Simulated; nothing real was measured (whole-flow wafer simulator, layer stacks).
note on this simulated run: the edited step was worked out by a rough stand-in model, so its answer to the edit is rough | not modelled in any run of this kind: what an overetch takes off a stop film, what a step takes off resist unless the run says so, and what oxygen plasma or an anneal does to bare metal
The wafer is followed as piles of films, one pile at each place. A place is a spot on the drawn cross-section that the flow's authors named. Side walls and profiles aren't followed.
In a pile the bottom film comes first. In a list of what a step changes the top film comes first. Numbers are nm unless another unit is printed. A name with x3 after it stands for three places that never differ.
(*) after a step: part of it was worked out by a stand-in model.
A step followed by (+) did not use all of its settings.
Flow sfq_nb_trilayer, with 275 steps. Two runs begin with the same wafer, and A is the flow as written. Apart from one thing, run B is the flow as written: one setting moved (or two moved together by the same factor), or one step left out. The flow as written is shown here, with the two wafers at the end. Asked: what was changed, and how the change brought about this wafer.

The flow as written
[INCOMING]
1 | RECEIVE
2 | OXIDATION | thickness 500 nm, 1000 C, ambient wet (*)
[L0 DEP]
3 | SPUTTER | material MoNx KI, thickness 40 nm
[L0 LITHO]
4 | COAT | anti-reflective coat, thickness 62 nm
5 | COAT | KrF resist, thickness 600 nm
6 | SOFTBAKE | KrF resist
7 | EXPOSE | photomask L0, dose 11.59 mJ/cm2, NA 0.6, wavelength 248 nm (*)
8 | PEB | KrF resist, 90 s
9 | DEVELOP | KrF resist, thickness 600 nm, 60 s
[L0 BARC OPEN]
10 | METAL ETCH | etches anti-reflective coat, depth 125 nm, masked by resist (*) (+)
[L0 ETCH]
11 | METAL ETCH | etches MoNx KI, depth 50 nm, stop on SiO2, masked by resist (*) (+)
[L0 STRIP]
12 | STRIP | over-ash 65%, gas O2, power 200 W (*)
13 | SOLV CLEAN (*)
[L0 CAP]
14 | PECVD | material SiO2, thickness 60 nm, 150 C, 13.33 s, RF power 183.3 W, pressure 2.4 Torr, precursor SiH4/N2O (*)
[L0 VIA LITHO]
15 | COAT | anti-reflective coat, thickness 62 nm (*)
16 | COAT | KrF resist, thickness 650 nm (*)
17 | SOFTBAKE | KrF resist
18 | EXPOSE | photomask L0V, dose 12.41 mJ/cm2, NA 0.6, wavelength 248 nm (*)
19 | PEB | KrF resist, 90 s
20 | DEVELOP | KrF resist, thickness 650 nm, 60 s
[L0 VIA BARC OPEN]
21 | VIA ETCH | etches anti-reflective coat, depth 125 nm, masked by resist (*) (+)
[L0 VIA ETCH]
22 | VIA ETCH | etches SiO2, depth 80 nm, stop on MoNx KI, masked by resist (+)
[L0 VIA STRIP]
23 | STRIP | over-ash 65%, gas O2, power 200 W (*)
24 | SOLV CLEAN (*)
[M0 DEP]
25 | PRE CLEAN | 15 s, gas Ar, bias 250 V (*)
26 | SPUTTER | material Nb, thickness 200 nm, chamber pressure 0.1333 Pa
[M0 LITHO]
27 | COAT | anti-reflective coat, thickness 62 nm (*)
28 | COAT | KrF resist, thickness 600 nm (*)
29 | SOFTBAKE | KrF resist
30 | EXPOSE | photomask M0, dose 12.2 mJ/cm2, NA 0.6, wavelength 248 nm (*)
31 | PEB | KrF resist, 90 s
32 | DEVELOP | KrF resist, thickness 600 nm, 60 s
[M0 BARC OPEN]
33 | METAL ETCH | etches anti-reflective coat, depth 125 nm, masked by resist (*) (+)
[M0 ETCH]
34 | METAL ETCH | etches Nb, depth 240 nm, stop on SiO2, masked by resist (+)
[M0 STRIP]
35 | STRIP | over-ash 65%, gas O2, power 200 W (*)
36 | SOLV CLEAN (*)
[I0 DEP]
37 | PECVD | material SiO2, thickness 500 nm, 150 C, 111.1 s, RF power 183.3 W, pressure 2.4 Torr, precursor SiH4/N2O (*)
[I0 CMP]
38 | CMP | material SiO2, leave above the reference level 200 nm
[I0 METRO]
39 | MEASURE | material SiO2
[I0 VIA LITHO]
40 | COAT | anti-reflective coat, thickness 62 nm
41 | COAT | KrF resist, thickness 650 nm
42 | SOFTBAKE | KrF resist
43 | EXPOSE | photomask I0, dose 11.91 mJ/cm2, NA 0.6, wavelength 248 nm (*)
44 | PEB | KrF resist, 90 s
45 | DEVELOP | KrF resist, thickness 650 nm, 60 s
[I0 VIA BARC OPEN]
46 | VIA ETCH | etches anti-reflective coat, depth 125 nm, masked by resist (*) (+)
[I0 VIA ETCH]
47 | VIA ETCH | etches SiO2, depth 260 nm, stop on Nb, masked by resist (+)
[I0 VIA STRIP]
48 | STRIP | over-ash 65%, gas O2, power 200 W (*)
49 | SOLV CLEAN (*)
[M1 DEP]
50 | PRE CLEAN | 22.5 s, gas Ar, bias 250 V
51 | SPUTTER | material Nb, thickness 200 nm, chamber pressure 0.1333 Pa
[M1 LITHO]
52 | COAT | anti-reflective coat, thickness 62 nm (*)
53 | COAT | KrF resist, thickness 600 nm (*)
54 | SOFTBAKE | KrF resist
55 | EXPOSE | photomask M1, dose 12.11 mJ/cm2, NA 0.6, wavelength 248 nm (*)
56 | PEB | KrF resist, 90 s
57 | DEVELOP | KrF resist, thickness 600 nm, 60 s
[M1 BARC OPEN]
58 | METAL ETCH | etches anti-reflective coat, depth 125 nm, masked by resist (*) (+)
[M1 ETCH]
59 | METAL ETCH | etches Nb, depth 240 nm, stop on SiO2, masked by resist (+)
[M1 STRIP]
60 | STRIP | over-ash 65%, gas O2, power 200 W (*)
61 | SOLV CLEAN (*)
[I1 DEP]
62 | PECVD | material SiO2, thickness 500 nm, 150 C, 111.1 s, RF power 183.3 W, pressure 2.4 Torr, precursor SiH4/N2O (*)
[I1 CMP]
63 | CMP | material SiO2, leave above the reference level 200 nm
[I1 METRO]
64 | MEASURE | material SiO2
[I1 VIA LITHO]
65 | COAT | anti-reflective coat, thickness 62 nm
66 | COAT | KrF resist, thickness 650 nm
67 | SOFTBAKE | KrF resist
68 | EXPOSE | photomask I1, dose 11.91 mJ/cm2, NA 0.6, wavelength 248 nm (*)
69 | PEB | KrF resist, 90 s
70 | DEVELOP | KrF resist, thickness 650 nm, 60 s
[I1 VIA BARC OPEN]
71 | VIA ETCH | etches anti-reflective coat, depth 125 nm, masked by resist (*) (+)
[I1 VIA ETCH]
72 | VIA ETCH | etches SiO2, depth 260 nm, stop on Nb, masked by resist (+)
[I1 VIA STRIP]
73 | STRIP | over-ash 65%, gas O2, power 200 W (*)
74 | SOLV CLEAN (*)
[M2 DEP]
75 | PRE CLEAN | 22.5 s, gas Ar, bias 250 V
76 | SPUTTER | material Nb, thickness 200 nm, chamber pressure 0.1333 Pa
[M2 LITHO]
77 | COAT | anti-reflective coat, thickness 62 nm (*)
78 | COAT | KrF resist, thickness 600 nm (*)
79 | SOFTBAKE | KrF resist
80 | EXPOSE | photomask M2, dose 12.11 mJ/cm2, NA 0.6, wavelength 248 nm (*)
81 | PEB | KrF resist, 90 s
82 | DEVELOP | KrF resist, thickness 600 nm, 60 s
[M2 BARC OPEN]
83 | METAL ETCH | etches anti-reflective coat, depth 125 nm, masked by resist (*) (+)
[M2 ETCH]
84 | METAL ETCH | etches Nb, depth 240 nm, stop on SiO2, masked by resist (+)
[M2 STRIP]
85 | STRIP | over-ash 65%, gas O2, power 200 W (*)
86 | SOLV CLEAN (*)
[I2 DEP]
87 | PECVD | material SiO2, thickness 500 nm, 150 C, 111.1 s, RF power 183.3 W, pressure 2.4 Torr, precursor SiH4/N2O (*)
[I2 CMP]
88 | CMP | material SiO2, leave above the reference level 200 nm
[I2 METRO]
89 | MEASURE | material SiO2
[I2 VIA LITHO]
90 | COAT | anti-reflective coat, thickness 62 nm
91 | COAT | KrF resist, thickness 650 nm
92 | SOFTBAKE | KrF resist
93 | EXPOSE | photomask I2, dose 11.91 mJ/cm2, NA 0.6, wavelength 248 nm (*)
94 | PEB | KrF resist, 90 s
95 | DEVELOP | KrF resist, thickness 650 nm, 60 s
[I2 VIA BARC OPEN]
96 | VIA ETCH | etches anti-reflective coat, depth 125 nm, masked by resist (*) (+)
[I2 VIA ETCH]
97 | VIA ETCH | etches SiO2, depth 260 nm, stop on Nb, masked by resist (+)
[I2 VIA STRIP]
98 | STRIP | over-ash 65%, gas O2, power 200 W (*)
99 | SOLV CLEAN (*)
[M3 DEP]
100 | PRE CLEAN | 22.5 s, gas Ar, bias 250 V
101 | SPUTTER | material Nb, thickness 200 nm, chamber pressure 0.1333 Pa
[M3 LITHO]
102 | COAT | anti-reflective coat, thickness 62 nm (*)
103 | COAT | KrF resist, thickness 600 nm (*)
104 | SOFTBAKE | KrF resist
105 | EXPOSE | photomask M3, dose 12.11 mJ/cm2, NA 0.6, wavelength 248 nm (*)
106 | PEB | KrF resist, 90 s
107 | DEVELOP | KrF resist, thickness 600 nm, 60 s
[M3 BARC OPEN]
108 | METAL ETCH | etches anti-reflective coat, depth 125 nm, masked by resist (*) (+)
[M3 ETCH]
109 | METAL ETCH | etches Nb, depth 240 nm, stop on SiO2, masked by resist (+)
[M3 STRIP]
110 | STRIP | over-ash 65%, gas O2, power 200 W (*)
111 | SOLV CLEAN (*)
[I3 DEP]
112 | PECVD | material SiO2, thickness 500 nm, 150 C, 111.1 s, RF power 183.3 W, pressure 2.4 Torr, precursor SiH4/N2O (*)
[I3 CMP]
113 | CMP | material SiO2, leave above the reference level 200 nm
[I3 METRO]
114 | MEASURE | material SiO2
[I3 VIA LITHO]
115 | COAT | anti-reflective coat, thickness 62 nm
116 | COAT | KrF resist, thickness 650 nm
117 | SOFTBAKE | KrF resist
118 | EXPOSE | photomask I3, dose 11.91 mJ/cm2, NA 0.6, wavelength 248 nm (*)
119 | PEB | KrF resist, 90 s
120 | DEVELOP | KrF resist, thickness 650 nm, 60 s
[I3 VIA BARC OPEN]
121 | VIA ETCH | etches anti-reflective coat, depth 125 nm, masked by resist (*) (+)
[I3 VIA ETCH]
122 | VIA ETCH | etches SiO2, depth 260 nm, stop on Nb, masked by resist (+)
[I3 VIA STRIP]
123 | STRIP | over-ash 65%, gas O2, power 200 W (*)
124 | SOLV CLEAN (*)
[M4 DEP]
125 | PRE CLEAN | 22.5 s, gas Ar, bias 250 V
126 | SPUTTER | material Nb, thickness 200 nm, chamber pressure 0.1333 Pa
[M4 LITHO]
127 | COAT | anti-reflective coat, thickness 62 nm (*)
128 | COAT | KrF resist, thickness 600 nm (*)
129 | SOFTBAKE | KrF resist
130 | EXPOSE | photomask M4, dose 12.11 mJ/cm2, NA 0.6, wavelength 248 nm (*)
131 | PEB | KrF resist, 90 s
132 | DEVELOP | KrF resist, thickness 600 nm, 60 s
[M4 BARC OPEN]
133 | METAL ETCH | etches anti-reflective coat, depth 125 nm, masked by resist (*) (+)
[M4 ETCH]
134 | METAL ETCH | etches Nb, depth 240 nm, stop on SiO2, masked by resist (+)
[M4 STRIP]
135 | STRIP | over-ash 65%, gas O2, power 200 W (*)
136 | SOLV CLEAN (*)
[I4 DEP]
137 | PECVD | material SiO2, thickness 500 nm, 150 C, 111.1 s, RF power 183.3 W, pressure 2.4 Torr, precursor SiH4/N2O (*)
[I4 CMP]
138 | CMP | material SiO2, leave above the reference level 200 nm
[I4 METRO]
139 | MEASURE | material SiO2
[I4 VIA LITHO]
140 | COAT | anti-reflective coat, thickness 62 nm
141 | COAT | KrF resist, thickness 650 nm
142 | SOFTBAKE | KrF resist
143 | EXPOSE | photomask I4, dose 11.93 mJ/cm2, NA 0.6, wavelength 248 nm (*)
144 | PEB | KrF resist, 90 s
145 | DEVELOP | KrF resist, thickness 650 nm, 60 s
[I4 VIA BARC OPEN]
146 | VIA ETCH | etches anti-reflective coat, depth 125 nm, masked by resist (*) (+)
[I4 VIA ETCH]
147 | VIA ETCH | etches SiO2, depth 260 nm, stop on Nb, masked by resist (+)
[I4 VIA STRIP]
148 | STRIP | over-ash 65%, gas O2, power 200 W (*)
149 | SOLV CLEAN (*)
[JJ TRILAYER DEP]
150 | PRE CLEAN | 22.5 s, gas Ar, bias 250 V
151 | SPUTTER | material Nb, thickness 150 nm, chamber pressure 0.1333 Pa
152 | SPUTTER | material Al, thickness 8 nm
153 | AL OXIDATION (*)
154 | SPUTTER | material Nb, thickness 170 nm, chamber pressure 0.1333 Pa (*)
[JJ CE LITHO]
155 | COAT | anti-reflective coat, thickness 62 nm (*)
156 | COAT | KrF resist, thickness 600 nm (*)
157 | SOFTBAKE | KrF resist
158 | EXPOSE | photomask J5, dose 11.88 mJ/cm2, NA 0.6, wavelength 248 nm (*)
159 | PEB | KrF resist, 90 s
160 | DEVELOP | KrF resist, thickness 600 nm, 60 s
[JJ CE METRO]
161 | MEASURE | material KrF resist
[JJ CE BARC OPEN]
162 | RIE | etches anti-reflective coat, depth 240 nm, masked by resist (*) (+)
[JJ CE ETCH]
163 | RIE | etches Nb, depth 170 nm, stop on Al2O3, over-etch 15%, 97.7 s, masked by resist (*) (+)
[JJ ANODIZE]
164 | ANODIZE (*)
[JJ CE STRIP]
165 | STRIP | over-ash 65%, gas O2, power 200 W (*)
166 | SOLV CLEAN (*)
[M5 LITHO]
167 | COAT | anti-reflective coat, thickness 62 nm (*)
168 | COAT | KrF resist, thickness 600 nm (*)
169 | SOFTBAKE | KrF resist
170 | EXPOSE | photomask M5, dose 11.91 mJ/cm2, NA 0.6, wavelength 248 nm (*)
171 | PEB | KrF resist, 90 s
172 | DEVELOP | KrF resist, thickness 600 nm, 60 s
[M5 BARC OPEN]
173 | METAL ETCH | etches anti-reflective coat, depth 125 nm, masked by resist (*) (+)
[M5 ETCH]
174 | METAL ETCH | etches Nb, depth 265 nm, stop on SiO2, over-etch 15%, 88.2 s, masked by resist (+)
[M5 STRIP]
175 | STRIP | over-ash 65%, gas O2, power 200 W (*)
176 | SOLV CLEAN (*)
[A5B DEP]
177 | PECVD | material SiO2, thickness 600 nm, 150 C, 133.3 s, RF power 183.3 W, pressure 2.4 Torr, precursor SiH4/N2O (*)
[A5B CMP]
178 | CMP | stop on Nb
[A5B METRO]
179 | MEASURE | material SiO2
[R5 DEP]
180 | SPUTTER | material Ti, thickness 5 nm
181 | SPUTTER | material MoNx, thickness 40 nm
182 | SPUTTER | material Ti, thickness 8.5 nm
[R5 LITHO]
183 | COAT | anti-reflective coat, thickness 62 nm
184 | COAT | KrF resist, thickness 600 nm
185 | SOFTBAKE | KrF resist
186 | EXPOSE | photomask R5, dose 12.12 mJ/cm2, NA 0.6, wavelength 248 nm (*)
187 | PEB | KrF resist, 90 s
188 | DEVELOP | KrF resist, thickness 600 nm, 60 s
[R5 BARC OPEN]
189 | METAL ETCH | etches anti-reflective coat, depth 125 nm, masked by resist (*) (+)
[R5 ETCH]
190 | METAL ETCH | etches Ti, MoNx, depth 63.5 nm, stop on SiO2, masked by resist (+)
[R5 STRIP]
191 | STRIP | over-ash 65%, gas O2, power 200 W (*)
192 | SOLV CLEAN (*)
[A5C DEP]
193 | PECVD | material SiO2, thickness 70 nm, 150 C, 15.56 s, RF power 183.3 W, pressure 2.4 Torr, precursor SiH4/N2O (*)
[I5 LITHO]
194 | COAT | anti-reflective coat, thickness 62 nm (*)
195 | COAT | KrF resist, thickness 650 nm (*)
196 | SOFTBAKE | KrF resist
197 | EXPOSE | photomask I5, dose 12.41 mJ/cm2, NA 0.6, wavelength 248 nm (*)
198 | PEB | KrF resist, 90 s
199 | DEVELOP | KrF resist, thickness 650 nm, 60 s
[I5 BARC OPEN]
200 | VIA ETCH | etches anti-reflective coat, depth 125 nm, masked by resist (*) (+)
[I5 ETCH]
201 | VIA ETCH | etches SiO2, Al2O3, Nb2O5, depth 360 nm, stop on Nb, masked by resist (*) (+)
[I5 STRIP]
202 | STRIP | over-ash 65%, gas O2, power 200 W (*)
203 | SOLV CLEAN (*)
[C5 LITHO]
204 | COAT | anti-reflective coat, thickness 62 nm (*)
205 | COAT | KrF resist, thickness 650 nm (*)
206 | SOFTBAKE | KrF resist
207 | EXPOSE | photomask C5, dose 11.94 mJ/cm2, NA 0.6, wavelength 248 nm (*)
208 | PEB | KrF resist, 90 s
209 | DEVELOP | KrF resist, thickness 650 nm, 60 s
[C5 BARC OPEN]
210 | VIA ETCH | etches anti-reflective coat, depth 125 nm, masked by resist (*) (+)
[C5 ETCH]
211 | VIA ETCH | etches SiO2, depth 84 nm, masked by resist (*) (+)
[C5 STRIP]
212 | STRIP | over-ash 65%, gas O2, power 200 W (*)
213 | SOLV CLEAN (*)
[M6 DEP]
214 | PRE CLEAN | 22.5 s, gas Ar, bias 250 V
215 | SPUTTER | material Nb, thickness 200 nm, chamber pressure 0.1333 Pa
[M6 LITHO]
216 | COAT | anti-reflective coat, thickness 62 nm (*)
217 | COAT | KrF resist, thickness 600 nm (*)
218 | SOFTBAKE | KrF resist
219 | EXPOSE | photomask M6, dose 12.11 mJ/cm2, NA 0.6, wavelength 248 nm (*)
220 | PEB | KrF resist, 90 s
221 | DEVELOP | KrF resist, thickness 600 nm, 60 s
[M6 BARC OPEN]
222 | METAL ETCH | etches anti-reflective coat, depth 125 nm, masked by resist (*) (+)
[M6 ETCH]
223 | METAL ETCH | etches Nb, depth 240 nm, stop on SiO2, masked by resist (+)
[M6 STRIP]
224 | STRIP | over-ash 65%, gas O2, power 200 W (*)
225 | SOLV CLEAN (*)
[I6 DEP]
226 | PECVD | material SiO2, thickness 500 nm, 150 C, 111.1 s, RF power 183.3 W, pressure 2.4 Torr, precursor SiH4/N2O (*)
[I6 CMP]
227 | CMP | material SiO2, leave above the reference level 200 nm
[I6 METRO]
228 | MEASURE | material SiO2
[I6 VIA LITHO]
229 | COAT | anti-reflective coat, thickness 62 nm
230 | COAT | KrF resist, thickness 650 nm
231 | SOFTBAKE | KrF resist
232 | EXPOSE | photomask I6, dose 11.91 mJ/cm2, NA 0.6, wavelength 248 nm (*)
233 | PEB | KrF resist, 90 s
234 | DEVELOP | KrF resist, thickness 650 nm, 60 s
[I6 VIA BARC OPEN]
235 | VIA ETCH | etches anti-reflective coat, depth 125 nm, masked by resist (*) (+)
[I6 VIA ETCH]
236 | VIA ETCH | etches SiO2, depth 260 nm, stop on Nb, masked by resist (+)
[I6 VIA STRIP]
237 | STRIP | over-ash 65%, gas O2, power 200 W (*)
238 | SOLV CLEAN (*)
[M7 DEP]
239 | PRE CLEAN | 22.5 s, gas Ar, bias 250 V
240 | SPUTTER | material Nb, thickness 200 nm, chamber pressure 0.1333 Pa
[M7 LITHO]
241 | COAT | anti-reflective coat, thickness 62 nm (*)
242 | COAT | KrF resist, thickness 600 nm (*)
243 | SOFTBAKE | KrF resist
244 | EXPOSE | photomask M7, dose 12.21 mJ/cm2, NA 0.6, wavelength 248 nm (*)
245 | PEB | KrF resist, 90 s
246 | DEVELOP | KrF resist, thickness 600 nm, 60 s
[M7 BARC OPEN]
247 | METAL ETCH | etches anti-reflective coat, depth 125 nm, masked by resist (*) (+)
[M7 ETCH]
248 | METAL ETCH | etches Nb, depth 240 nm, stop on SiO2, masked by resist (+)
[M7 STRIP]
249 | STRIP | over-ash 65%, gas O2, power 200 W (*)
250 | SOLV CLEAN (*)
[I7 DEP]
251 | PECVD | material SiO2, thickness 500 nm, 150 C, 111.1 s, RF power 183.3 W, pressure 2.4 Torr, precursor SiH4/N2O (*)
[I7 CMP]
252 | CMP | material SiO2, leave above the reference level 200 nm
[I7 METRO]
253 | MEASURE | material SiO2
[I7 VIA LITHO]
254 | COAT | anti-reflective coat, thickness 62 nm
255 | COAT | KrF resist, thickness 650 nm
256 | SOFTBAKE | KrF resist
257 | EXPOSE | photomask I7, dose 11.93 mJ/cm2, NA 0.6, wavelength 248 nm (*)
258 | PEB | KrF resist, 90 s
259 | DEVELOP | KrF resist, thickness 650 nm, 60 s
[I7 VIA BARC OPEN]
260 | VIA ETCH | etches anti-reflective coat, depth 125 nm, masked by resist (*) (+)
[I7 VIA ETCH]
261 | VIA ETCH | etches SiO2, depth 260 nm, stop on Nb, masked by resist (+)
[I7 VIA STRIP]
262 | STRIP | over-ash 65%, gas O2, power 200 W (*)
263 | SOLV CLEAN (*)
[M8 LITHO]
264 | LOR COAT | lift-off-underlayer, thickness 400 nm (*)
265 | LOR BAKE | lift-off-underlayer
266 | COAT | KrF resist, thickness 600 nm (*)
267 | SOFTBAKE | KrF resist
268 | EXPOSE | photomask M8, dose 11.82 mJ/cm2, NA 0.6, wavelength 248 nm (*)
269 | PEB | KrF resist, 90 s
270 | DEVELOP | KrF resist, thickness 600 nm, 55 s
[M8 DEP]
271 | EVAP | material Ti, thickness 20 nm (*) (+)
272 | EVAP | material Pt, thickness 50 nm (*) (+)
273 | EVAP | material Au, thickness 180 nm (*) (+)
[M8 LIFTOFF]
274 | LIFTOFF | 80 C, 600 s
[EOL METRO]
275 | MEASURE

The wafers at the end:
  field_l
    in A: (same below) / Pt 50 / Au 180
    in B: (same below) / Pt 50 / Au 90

What caused this: step 273, EVAP: thickness 90 nm was run, while the flow as written has thickness 180 nm.
The wafer itself shows it: field_l has Au 90, and step 273 as written asks for 180 nm.

How this came from the change, step by step:
  273 | EVAP | material Au, thickness 180 nm (*) (+)
      field_l, v_sur, via_wl and 103 more: A Au gains 180 (new film) | B Au gains 90 (new film)
  274 | LIFTOFF | 80 C, 600 s
      p4_fl x3, p4_w1 x9, p4_g1 x2 and 60 more: A Au loses 180 (all of it), Pt loses 50 (all of it), Ti loses 20 (all of it), KrF resist loses 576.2 (all of it), lift-off-underlayer loses 400 (all of it) | B Au loses 90 (all of it), Pt loses 50 (all of it), Ti loses 20 (all of it), KrF resist loses 576.2 (all of it), lift-off-underlayer loses 400 (all of it)
      c5j, ce_r: A Au loses 180 (all of it), Pt loses 50 (all of it), Ti loses 20 (all of it), KrF resist loses 573.3 (all of it), lift-off-underlayer loses 399.3 (all of it) | B Au loses 90 (all of it), Pt loses 50 (all of it), Ti loses 20 (all of it), KrF resist loses 573.3 (all of it), lift-off-underlayer loses 399.3 (all of it)
      (as well as at 19 more places)
